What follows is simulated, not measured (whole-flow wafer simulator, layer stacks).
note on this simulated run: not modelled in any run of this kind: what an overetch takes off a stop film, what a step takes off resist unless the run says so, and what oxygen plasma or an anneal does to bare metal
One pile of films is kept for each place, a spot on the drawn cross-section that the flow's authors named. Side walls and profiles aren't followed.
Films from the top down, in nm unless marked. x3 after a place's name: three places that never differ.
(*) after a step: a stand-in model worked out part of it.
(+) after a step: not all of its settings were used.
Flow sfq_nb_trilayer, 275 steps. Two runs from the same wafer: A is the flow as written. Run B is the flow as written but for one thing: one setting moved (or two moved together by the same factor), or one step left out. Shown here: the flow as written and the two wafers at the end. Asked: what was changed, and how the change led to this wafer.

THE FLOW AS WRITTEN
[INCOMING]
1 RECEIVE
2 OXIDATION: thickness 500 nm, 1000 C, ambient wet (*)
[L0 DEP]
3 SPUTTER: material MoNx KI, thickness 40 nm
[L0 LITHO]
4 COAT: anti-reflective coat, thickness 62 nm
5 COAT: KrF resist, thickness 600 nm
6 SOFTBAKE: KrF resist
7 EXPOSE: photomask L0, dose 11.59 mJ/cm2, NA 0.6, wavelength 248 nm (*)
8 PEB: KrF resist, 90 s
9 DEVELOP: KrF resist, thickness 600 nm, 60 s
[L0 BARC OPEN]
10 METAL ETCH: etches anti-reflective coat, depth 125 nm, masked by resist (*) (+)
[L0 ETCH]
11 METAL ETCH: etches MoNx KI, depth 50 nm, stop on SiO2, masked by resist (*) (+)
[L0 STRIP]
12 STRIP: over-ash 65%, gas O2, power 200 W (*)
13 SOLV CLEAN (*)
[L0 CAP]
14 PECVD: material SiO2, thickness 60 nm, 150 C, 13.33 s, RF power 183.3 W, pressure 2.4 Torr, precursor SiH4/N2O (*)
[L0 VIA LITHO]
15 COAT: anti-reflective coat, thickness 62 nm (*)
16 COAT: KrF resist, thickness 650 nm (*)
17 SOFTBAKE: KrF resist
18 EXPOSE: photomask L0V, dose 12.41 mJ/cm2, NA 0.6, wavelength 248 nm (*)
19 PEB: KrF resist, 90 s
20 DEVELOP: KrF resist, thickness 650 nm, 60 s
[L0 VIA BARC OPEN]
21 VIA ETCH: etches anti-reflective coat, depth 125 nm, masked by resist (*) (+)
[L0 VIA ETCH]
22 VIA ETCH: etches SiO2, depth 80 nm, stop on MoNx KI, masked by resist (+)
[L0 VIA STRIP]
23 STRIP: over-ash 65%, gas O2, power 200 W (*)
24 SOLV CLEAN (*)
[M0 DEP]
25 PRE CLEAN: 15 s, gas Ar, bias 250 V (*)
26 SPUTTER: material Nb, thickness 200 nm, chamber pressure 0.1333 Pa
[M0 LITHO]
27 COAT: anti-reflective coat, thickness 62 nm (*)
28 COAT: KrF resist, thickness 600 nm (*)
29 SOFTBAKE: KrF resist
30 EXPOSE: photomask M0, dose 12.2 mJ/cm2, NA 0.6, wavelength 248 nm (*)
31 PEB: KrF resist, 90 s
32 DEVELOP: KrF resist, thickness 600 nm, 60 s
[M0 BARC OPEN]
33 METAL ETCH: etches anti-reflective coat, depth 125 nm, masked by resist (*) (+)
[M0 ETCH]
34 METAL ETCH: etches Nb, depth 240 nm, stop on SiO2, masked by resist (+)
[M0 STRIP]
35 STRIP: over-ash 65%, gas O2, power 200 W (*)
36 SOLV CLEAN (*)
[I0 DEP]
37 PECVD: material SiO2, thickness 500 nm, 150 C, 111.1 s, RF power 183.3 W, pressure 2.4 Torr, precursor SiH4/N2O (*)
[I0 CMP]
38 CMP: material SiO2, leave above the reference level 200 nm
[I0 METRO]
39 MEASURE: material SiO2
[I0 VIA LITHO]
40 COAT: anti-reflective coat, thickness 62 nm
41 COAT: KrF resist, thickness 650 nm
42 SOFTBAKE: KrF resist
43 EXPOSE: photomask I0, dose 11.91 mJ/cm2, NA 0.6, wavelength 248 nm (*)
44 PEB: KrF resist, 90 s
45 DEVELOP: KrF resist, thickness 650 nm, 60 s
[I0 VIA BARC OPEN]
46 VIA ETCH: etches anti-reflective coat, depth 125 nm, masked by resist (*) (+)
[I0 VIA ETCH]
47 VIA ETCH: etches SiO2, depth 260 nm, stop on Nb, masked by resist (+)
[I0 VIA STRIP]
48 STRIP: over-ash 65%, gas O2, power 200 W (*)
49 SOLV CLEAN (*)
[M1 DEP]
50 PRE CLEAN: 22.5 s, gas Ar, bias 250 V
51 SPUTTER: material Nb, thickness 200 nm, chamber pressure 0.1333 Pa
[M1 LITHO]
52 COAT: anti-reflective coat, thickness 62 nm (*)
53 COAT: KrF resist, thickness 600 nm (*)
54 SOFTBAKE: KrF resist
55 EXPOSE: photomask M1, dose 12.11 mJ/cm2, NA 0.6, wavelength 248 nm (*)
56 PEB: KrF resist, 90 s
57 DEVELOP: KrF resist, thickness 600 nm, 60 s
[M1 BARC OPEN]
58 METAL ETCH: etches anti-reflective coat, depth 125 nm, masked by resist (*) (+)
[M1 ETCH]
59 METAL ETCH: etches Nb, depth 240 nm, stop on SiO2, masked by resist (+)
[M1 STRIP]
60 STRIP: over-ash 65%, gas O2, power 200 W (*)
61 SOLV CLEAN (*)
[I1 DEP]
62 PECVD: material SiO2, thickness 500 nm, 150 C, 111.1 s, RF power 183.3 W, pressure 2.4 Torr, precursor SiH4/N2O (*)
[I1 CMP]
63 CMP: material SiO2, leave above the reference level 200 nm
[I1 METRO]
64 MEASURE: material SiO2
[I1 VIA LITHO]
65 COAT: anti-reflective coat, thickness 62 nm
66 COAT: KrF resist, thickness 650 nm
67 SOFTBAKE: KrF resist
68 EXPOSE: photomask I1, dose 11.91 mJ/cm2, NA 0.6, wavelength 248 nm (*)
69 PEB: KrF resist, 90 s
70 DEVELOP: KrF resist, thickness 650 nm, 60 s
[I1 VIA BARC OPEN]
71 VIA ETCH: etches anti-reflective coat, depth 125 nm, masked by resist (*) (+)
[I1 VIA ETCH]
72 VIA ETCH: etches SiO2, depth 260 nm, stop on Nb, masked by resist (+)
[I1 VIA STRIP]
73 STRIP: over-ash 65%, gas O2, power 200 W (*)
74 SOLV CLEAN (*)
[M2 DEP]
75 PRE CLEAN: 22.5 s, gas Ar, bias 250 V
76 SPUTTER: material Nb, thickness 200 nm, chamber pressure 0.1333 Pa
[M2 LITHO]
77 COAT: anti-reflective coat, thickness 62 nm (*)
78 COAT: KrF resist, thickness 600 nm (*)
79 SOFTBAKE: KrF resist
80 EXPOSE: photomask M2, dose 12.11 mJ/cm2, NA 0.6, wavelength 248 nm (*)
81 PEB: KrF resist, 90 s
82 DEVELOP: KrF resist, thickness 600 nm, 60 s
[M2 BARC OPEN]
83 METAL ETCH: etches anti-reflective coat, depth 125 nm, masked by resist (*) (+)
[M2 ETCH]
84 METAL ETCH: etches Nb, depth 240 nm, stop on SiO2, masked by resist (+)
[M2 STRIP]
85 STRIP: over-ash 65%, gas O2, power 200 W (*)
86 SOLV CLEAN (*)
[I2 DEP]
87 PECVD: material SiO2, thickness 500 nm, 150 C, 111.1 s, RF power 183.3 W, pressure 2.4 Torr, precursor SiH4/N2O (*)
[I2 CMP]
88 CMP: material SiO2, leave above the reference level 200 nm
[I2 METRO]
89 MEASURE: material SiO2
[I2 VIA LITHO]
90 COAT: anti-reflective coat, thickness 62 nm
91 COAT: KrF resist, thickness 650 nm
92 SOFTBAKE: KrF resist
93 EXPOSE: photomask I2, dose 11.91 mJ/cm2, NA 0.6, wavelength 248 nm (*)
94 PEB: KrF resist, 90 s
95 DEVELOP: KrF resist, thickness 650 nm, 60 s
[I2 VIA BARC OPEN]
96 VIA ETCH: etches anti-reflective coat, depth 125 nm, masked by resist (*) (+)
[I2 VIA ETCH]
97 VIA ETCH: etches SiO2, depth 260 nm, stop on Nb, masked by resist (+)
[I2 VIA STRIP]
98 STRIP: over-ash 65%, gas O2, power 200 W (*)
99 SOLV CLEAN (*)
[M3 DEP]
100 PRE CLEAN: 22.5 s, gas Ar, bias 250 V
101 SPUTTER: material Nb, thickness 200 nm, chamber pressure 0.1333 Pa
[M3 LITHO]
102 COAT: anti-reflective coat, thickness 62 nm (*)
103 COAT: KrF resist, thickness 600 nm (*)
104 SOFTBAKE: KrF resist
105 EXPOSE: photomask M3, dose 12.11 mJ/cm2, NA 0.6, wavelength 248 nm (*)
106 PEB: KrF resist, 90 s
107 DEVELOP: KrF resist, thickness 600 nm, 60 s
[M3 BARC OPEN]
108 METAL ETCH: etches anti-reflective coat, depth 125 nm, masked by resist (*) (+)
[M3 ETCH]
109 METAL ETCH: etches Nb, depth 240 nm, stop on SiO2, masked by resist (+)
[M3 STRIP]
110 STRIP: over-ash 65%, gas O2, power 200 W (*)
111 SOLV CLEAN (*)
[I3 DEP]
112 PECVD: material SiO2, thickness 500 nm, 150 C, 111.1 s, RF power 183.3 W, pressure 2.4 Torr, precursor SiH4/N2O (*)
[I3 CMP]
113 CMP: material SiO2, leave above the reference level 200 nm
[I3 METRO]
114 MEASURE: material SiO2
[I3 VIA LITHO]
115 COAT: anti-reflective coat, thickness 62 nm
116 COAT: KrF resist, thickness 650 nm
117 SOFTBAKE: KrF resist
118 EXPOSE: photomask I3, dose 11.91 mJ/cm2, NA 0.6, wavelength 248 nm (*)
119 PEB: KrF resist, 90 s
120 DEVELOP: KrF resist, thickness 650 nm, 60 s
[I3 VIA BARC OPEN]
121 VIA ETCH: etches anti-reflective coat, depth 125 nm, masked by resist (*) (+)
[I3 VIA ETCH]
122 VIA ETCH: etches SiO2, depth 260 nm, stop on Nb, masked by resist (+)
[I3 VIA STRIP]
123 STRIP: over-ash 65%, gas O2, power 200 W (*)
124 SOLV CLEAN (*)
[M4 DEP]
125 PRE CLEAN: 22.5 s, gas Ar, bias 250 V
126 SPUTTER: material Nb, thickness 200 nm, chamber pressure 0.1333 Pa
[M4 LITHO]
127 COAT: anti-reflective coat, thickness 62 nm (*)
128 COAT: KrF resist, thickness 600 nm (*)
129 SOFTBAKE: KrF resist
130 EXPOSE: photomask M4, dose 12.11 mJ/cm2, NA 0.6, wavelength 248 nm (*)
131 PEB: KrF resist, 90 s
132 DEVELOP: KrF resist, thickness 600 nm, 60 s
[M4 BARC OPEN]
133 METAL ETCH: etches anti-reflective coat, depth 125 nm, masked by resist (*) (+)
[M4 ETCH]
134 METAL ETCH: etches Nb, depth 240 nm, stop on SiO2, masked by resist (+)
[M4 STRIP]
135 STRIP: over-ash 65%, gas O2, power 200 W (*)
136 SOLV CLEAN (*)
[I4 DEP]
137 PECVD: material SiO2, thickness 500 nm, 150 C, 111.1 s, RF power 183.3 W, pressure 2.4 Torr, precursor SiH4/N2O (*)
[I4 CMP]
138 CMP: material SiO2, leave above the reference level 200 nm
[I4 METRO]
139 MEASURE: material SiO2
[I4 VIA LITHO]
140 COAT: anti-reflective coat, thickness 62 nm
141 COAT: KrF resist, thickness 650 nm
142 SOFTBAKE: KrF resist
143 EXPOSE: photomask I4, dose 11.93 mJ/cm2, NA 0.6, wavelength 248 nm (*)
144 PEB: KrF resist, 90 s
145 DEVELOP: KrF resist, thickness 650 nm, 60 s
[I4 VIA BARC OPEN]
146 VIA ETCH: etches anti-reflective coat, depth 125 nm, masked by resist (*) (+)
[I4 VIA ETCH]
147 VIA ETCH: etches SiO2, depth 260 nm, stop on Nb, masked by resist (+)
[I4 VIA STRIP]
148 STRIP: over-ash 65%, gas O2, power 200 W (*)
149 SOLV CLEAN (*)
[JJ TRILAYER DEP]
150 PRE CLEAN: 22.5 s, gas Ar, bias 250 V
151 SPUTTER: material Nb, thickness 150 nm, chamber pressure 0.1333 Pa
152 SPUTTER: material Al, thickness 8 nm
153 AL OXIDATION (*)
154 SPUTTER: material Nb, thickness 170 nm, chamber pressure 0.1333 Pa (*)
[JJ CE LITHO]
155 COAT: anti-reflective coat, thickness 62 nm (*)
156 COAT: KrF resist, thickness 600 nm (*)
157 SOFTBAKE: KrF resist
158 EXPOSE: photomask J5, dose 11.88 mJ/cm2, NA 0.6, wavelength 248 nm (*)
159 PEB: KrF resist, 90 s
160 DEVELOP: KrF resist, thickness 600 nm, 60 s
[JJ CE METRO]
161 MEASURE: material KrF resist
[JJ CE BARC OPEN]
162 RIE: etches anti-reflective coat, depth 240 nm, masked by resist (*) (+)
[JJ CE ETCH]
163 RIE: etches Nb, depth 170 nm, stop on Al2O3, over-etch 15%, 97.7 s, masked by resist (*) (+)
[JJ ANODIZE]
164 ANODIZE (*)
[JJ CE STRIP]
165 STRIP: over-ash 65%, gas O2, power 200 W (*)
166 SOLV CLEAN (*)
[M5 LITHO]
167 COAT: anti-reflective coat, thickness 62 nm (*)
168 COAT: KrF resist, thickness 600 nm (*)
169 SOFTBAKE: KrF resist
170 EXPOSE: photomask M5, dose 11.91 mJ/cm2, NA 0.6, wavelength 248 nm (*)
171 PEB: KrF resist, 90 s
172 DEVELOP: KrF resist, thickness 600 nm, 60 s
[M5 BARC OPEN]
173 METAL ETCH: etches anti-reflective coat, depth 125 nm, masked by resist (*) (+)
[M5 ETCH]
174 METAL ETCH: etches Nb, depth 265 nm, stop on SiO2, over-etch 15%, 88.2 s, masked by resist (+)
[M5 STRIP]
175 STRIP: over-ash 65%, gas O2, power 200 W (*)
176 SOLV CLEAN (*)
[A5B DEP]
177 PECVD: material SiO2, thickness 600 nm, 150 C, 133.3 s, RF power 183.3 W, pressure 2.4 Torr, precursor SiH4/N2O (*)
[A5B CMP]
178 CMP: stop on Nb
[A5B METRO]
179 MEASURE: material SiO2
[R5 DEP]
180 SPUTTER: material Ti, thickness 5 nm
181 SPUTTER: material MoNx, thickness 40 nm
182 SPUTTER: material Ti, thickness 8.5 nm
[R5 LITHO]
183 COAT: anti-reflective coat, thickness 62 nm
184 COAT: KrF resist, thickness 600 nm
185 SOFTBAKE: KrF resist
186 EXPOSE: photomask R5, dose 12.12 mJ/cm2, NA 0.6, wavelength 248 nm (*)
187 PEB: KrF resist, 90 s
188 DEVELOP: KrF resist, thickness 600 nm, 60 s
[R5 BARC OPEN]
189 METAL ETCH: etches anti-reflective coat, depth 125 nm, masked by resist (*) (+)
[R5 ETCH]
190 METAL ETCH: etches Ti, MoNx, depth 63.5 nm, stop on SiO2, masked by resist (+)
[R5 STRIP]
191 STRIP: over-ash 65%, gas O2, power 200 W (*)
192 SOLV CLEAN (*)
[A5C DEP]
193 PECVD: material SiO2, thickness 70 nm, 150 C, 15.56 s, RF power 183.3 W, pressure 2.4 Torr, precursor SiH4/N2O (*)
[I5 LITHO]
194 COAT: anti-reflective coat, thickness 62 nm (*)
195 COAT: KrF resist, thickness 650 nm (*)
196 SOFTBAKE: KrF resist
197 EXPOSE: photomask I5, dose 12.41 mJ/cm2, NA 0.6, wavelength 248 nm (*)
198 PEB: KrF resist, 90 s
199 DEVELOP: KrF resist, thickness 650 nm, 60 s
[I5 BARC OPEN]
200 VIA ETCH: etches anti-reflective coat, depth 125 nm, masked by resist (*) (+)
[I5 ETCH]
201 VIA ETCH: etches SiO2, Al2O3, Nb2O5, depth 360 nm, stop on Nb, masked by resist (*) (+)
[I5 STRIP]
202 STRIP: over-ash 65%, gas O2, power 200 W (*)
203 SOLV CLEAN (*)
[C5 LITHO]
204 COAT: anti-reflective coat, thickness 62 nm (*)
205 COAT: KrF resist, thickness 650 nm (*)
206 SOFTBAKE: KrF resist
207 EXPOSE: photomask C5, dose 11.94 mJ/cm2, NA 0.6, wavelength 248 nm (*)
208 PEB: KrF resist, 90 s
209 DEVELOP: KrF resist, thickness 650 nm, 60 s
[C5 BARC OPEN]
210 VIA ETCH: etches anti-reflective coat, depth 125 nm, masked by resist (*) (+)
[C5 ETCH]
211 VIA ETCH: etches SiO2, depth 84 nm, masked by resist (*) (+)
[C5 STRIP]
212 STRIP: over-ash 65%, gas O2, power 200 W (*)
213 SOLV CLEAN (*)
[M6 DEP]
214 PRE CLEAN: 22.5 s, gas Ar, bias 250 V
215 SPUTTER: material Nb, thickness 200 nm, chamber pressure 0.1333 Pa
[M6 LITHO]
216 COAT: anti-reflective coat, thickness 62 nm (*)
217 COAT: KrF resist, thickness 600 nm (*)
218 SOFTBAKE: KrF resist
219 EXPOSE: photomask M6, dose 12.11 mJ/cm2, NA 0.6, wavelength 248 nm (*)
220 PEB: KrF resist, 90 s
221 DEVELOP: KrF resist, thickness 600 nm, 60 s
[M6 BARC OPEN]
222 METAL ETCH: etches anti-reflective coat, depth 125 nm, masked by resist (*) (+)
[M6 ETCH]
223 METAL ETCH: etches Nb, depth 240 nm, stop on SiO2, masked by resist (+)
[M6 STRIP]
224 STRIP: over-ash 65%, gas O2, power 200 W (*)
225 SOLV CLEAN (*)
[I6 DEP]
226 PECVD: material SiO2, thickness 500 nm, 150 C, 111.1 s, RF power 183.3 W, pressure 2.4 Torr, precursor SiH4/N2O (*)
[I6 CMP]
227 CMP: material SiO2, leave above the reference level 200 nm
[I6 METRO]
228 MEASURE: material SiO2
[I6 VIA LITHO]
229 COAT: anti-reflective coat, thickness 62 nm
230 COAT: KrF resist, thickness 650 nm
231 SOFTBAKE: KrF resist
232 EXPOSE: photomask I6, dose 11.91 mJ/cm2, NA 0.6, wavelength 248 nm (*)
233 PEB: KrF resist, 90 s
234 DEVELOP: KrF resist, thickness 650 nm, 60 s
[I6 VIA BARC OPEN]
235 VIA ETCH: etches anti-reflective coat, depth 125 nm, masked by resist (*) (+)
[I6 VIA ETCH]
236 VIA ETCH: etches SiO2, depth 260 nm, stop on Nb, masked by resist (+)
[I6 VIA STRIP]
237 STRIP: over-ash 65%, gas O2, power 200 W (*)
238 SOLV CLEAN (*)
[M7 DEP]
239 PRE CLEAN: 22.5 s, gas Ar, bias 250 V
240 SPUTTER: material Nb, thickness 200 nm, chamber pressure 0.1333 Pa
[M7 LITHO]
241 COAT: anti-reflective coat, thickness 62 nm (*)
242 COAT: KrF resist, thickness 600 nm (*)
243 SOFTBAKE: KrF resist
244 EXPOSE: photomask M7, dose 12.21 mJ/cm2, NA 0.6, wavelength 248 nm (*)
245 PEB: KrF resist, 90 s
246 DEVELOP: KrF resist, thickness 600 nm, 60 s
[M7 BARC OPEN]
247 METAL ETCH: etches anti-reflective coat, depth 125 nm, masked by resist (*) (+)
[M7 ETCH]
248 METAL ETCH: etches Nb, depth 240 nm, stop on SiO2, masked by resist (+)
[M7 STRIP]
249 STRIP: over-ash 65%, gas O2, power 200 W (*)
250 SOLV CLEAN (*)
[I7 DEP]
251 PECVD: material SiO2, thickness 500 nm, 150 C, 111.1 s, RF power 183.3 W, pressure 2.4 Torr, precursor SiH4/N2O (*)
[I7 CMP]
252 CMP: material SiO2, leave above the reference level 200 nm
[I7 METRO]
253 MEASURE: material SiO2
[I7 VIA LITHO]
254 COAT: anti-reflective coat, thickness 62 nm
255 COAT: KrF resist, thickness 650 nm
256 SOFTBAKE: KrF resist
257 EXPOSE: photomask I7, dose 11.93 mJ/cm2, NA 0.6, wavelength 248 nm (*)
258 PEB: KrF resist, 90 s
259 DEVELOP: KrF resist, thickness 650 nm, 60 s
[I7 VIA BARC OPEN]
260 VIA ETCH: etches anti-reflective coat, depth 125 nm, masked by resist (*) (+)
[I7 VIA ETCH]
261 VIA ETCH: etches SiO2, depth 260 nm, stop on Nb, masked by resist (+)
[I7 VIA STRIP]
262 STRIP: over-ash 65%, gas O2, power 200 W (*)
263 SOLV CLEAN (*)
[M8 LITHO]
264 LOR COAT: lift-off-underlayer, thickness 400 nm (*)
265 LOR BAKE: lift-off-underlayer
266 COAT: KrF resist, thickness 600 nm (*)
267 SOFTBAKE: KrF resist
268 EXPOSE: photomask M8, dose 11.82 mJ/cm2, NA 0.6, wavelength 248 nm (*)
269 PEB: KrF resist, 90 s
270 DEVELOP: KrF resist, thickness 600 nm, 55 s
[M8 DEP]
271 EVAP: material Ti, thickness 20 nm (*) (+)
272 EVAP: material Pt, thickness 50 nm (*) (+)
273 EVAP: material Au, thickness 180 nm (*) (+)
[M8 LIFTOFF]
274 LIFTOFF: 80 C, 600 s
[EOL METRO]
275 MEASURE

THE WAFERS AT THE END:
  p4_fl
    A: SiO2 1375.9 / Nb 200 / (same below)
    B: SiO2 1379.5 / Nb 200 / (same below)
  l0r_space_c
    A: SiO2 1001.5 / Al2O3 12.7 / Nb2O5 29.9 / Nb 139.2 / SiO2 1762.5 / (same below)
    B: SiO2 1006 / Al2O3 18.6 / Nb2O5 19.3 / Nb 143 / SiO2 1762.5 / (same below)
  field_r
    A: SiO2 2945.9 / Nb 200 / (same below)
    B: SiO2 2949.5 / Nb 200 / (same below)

The cause: step 152, SPUTTER: thickness 11.6 nm was run, where the flow has thickness 8 nm.

How the change led to this, step by step:
  152 SPUTTER: material Al, thickness 8 nm
      field_l, v_sur, via_sp and 100 more: A Al +8 (new film) | B Al +11.6 (new film)
      via_wl, via_wr: A Al +5.14 (new film) | B Al +7.45 (new film)
      (and at 1 more place)
  164 ANODIZE (*)
      field_l, v_sur, via_sp and 96 more: A Al2O3 +12.2, Nb2O5 +29.9 (new film), Al -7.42 (all of it), Nb -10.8 | B Al2O3 +18.2, Nb2O5 +19.3 (new film), Al -11 (all of it), Nb -6.95
      via_wl, via_wr: A Al2O3 +7.52 (new film), Nb2O5 +39.2 (new film), Al -4.56 (all of it), Nb -14.1 | B Al2O3 +11.3 (new film), Nb2O5 +32.4 (new film), Al -6.87 (all of it), Nb -11.6
      (and at 1 more place)
  167 COAT: anti-reflective coat, thickness 62 nm (*)
      ce_l: A anti-reflective coat +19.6 (new film) | B anti-reflective coat +18.4 (new film)
  174 METAL ETCH: etches Nb, depth 265 nm, stop on SiO2, over-etch 15%, 88.2 s, masked by resist (+)
      field_l, r_sur, res and 50 more: A Al2O3 -12.6 (all of it), Nb2O5 -29.9 (all of it), Nb -139.2 (all of it), SiO2 -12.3 | B Al2O3 -18.6 (all of it), Nb2O5 -19.3 (all of it), Nb -143 (all of it), SiO2 -12.4
  175 STRIP: over-ash 65%, gas O2, power 200 W (*)
      ce_l: A KrF resist -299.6 (all of it), anti-reflective coat -19.6 (all of it) | B KrF resist -297.6 (all of it), anti-reflective coat -18.4 (all of it)
  201 VIA ETCH: etches SiO2, Al2O3, Nb2O5, depth 360 nm, stop on Nb, masked by resist (*) (+)
      be: A SiO2 -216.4 (all of it), Al2O3 -12.7 (all of it), Nb2O5 -29.9 (all of it) | B SiO2 -220.8 (all of it), Al2O3 -18.6 (all of it), Nb2O5 -19.3 (all of it)
